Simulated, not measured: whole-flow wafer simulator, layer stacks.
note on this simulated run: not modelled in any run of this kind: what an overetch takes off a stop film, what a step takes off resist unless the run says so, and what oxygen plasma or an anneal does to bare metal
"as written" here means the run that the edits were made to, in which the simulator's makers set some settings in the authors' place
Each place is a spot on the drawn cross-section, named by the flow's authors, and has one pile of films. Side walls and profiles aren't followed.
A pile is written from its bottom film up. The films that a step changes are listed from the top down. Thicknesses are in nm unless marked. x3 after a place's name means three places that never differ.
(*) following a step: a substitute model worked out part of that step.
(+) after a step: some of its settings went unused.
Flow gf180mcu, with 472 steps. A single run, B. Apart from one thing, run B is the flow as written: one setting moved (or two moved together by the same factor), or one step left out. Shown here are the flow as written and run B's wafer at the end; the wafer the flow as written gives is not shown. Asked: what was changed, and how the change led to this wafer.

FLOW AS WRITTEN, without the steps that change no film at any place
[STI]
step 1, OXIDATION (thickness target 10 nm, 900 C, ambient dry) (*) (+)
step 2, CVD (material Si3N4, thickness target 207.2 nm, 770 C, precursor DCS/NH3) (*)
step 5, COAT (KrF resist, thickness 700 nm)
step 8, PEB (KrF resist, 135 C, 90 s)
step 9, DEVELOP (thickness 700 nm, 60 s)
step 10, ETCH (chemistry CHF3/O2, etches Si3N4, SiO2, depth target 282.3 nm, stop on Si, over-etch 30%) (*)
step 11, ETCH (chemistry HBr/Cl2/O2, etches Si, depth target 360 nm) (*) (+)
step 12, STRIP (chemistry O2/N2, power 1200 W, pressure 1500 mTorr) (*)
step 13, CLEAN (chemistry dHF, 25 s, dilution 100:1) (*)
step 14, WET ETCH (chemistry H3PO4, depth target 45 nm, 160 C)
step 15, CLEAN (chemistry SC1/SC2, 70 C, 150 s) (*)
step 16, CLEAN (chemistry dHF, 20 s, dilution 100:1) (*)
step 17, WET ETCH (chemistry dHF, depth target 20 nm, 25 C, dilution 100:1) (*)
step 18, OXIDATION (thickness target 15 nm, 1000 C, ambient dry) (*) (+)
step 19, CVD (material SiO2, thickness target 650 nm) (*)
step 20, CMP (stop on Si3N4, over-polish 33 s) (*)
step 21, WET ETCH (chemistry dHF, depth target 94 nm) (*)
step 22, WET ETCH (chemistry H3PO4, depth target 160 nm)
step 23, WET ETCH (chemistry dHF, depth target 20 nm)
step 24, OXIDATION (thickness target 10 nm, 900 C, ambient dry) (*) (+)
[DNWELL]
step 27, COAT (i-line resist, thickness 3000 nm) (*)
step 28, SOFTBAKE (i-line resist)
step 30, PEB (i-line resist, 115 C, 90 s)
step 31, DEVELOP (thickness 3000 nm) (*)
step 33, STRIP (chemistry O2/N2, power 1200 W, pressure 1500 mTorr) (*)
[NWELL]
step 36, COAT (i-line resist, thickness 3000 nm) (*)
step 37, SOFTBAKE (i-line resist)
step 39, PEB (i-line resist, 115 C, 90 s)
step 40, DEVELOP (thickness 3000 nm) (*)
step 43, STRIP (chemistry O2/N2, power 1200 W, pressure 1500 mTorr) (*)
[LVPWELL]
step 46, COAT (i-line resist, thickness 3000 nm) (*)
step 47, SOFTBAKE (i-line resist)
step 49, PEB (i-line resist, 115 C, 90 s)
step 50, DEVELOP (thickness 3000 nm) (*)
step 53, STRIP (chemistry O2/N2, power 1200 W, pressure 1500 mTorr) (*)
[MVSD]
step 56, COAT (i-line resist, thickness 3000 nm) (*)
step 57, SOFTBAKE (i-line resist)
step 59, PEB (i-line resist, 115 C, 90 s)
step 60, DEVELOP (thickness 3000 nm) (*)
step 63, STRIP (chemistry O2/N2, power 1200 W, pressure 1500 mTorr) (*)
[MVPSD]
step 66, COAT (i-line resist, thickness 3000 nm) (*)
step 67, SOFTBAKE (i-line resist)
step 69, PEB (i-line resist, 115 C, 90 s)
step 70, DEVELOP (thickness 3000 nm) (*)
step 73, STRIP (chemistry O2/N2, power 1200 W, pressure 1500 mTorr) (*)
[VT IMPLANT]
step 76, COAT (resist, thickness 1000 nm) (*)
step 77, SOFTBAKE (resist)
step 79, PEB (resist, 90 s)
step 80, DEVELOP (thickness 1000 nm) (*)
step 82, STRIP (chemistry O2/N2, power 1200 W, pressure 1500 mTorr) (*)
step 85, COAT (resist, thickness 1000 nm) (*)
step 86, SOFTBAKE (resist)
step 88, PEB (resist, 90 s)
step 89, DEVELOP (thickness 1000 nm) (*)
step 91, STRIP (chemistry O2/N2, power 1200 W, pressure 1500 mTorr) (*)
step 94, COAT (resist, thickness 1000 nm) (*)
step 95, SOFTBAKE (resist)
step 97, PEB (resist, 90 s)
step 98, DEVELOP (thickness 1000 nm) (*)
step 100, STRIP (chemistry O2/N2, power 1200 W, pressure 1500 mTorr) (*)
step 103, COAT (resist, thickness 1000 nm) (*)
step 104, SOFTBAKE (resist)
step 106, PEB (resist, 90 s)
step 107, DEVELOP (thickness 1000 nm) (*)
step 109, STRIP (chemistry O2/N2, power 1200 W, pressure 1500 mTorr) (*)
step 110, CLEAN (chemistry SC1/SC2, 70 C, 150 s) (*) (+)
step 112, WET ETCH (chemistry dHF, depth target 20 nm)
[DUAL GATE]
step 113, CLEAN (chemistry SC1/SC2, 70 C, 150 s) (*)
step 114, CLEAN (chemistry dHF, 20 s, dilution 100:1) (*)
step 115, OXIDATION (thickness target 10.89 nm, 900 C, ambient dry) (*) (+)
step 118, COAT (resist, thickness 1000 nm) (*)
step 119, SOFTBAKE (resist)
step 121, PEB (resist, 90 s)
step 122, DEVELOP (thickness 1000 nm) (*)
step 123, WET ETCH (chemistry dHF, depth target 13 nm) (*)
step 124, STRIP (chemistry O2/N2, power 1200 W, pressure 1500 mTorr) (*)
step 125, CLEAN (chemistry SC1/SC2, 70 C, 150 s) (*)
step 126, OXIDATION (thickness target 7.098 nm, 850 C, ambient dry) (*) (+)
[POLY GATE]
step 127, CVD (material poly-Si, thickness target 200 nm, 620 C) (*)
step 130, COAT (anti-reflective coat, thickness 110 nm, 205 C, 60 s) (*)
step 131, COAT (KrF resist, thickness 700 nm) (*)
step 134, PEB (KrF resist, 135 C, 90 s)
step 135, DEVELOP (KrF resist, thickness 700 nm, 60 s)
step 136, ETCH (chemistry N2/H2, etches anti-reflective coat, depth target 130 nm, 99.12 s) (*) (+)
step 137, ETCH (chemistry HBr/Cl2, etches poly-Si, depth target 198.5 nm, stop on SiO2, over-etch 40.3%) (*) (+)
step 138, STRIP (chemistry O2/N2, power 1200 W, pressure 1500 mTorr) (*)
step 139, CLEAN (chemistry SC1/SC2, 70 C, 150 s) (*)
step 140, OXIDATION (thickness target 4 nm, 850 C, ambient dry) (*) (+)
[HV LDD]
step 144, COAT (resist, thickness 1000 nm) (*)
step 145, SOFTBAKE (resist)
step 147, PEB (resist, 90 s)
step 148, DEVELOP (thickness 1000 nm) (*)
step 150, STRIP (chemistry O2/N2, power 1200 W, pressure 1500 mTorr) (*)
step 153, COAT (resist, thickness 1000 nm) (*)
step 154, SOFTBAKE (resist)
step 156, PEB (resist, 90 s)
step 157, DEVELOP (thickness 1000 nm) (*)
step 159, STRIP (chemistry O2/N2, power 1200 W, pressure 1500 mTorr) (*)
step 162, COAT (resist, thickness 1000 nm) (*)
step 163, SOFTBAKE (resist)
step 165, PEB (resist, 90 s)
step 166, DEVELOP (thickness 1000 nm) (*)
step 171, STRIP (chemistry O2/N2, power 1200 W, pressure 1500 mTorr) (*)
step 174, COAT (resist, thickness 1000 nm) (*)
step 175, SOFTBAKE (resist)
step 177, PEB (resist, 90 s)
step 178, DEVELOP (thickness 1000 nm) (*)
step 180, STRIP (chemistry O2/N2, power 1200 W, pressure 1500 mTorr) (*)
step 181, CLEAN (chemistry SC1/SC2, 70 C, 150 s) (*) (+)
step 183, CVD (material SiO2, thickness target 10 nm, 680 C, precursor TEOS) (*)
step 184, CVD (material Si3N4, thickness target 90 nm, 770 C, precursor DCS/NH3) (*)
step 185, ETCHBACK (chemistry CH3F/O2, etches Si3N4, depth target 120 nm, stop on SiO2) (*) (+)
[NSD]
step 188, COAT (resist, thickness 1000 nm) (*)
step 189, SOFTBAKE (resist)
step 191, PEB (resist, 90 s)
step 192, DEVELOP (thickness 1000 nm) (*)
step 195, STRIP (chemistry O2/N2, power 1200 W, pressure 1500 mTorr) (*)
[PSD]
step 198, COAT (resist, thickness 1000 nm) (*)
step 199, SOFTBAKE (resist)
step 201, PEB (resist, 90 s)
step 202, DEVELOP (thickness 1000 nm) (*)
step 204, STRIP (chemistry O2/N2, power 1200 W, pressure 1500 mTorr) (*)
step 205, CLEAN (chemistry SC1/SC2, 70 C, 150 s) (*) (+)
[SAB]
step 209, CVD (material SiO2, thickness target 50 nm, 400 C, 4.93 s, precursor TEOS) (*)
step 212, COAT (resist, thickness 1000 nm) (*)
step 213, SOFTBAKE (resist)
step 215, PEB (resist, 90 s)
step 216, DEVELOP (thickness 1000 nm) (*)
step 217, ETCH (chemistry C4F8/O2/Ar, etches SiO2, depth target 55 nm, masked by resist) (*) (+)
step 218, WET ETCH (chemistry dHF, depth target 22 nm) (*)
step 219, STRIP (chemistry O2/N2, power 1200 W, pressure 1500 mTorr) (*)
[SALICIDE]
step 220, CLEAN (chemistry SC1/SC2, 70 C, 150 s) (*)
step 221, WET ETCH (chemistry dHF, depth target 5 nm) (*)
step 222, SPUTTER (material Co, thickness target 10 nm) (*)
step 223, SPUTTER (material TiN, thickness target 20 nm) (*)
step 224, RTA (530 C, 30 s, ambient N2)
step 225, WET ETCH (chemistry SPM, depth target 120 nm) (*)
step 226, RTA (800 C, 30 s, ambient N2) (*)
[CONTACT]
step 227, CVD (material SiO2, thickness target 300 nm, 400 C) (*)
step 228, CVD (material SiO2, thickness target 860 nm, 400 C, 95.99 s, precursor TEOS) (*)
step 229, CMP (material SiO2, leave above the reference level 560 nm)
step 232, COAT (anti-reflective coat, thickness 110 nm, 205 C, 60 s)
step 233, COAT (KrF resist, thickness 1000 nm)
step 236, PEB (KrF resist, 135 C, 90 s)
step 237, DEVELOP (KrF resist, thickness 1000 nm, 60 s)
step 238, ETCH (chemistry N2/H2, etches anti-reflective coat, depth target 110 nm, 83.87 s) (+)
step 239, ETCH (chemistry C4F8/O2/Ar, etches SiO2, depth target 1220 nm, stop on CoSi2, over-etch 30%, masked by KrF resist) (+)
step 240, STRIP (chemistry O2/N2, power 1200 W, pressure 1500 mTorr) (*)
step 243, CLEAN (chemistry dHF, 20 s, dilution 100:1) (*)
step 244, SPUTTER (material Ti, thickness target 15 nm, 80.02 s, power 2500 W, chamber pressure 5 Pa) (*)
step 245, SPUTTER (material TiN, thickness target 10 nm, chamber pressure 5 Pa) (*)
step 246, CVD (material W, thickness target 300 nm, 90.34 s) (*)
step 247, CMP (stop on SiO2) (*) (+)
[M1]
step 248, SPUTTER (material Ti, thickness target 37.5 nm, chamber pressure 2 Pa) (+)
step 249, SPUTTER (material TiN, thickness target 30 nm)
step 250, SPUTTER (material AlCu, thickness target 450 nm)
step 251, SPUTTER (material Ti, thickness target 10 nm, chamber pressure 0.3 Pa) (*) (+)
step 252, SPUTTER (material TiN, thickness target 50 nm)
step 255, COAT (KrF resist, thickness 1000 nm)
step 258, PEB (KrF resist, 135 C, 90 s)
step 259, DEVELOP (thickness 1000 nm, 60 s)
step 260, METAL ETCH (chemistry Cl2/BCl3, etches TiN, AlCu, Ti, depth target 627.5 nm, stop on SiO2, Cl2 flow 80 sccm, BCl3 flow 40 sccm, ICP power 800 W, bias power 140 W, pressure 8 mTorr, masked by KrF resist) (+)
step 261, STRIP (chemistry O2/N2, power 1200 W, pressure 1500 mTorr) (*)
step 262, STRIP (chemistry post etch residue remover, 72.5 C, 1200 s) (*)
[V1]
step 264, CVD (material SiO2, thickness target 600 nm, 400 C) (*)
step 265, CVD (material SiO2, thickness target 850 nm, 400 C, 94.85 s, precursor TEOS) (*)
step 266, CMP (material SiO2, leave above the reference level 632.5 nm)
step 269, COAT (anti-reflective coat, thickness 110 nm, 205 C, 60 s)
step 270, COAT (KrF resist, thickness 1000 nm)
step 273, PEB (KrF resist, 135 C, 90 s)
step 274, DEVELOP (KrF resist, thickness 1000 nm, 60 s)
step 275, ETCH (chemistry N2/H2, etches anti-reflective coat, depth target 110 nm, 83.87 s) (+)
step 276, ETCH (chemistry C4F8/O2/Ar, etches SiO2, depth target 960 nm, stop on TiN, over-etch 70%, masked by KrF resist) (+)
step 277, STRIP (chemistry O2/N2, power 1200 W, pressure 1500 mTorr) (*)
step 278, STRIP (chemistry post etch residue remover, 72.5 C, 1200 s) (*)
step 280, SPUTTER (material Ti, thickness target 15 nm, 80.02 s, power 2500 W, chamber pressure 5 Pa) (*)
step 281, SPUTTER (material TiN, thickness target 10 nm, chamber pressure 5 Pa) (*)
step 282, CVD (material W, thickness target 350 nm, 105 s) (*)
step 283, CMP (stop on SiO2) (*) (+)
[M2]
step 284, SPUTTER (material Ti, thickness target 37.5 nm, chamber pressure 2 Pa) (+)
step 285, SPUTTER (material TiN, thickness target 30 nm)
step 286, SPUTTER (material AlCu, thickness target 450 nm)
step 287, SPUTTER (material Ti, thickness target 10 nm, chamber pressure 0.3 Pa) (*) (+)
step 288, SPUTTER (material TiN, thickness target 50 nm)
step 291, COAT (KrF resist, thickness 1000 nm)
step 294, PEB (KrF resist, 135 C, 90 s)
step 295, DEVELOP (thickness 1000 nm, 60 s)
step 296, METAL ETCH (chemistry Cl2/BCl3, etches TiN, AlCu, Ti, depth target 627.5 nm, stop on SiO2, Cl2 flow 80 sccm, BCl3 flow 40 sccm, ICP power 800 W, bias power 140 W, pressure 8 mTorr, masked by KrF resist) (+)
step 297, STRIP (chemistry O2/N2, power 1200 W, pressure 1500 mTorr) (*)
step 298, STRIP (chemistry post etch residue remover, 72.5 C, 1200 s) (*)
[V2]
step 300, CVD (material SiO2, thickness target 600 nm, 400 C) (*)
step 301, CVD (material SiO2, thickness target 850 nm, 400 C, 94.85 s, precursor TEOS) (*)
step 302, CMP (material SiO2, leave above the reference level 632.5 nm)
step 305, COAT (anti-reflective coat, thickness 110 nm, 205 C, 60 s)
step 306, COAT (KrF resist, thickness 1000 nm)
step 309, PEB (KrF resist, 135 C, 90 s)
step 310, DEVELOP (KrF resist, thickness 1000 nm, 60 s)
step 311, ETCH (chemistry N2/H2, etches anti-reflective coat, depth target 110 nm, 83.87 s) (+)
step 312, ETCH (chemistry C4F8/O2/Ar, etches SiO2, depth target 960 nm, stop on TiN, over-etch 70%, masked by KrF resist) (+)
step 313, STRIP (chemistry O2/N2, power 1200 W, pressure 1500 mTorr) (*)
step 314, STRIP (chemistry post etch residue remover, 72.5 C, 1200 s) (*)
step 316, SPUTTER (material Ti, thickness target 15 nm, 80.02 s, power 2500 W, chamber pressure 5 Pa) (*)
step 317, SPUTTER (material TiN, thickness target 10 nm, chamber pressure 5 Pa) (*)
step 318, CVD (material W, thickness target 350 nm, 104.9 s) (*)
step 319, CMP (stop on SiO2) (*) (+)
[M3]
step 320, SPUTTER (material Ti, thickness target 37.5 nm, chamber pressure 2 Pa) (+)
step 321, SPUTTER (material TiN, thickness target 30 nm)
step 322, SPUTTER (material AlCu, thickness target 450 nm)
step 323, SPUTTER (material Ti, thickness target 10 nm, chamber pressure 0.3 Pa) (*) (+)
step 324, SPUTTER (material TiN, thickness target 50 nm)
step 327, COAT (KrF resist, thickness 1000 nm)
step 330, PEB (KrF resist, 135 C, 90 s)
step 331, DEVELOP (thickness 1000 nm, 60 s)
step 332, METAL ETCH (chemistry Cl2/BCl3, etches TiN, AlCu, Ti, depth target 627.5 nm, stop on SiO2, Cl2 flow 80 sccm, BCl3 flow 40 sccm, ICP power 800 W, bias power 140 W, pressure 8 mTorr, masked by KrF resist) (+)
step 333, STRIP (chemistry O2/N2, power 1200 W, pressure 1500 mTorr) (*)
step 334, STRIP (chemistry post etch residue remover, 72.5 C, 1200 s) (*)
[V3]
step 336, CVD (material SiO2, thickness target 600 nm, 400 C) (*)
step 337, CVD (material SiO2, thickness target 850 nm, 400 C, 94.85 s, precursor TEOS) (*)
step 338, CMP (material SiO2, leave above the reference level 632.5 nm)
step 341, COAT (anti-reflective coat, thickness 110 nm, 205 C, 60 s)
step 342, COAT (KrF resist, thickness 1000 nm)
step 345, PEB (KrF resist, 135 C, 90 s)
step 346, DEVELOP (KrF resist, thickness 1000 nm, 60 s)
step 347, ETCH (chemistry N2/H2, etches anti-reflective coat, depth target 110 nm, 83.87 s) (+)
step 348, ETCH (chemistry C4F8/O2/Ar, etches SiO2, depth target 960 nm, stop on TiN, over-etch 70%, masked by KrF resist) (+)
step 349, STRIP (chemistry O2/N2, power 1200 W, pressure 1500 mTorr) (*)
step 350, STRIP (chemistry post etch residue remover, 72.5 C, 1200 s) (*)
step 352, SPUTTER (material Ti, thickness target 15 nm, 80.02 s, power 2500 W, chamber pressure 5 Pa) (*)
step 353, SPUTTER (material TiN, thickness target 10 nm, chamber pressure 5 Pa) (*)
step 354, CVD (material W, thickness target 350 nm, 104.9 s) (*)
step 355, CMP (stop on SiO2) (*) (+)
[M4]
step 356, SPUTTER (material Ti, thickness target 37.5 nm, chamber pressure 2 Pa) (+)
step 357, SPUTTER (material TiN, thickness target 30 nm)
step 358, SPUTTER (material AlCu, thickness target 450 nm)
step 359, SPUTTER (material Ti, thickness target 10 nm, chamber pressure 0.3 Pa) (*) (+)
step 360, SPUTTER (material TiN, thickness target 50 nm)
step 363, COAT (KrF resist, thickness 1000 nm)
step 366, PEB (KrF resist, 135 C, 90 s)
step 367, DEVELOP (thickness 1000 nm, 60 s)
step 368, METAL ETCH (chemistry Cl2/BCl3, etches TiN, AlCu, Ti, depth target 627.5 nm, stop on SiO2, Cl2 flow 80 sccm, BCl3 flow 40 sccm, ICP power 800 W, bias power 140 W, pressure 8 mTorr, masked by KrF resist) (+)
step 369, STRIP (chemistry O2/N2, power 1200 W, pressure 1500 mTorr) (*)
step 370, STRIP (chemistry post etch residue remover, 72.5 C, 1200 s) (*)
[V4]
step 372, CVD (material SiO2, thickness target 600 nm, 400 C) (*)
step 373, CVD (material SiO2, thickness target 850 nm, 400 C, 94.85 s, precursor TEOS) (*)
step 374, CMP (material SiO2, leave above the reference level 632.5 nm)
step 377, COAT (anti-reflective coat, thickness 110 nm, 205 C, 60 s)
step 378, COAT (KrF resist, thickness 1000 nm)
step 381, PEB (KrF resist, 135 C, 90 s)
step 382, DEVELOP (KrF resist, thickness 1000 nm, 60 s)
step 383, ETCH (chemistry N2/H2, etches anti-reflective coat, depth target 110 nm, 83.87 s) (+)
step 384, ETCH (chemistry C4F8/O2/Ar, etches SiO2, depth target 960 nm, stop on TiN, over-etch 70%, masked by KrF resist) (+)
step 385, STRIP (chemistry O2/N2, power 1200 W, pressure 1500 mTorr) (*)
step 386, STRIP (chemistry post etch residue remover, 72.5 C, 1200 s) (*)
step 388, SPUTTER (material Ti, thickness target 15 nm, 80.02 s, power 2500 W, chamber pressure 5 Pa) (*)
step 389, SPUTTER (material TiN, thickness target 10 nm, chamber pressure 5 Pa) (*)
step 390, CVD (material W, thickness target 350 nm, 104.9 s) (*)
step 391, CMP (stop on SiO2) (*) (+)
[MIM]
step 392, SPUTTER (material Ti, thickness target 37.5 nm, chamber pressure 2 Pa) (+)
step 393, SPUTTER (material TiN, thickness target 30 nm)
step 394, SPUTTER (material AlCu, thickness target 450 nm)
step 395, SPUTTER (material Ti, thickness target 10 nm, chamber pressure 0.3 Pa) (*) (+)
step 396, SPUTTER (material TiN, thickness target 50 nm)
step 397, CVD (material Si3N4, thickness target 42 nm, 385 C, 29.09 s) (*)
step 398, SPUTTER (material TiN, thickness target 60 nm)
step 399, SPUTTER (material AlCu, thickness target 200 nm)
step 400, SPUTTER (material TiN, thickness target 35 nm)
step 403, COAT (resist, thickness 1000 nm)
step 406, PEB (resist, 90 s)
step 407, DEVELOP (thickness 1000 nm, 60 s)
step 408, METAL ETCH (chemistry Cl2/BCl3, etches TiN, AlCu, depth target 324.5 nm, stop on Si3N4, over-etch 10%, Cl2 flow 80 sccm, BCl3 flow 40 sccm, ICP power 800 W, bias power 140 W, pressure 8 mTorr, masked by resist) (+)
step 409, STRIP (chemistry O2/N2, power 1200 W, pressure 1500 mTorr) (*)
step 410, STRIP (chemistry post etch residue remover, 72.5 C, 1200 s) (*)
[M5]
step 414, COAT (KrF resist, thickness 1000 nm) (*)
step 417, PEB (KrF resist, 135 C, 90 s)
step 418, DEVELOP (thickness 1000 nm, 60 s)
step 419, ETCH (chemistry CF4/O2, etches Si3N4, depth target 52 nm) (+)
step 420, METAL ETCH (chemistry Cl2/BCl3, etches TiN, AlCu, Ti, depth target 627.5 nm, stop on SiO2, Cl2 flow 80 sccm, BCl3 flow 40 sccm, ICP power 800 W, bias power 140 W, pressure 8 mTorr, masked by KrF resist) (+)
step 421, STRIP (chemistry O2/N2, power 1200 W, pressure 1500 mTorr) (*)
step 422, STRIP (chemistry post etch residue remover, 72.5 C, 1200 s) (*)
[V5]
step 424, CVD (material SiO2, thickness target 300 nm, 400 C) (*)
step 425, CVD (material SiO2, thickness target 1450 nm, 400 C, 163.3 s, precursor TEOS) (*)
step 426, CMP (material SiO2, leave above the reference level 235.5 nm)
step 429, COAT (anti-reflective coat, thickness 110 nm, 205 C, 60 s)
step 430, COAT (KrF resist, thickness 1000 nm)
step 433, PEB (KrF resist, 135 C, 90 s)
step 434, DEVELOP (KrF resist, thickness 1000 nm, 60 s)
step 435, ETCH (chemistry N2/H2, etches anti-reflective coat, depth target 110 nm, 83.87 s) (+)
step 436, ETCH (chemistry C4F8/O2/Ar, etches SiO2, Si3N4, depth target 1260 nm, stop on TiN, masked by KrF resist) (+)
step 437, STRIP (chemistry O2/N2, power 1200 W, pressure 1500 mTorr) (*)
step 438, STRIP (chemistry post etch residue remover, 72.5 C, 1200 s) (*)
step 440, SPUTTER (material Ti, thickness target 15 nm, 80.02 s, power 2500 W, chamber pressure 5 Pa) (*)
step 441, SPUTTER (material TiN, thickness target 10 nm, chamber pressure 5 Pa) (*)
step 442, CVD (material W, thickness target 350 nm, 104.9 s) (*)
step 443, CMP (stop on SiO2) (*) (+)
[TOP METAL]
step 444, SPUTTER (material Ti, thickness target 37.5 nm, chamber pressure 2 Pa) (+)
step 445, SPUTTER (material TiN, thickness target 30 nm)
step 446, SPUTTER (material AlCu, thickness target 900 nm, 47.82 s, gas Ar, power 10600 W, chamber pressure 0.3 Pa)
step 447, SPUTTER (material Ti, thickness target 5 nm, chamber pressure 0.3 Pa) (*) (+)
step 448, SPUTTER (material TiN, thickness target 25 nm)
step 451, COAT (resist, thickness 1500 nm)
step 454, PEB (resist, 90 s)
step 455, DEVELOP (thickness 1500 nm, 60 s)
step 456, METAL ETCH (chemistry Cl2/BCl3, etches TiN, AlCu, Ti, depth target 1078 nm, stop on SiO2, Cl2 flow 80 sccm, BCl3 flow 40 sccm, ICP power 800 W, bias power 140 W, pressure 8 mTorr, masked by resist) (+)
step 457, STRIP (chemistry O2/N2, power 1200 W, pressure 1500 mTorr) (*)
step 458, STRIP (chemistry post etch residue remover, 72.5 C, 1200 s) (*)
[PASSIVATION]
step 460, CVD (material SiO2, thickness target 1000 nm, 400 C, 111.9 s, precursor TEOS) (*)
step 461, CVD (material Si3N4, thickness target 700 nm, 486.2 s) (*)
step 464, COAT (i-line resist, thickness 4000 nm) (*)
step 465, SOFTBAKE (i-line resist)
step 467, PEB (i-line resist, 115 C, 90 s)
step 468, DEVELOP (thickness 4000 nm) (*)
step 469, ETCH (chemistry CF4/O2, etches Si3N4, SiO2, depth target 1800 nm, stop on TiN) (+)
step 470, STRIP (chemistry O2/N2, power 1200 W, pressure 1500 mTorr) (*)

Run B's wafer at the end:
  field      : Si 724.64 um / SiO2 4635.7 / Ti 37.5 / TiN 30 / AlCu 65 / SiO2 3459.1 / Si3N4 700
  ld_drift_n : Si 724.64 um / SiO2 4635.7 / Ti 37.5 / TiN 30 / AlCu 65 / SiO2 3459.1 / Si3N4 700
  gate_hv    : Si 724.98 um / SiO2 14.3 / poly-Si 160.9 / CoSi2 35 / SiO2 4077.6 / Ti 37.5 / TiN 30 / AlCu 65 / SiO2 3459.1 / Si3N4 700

The reason: step 368, METAL ETCH: depth target 439.3 nm was run, while the flow as written has depth target 627.5 nm.

How this came from the change, step by step:
  step 368, METAL ETCH (chemistry Cl2/BCl3, etches TiN, AlCu, Ti, depth target 627.5 nm, stop on SiO2, Cl2 flow 80 sccm, BCl3 flow 40 sccm, ICP power 800 W, bias power 140 W, pressure 8 mTorr, masked by KrF resist) (+)
      field, field__w1, field__w2 and 103 more: TiN loses 50 (all of it), Ti loses 10 (all of it), AlCu loses 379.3 (as written it would have been: TiN loses 50 (all of it), Ti loses 10 (all of it), AlCu loses 450 (all of it), TiN loses 30 (all of it), Ti loses 37.5 (all of it))
      field__w8, contact, m1, m1__w1, m1_nw: KrF resist loses 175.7 (as written it would have been: KrF resist loses 251)
  step 369, STRIP (chemistry O2/N2, power 1200 W, pressure 1500 mTorr) (*)
      field__w8, contact, m1, m1__w1, m1_nw: KrF resist loses 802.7 (all of it) (as written it would have been: KrF resist loses 727.4 (all of it))
  step 370, STRIP (chemistry post etch residue remover, 72.5 C, 1200 s) (*)
      field, field__w1, field__w2 and 103 more: AlCu loses 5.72 (as written it would have been: nothing)
  step 372, CVD (material SiO2, thickness target 600 nm, 400 C) (*)
      field, field__w1, field__w2 and 103 more: SiO2 gains 600 (new film) (as written it would have been: SiO2 gains 600)
  step 374, CMP (material SiO2, leave above the reference level 632.5 nm)
      field, field__w1, field__w2 and 103 more: SiO2 loses 432.5 (as written it would have been: SiO2 loses 300)
With metal films that touch counted as one body, field has 1 body; the flow as written gives 0 bodies.
With metal films that touch counted as one body, ld_drift_n has 1 body; the flow as written gives 0 bodies.
With metal films that touch counted as one body, gate_hv has 2 bodies (between them, from the top down: SiO2 4077.6); the flow as written gives 1 body.
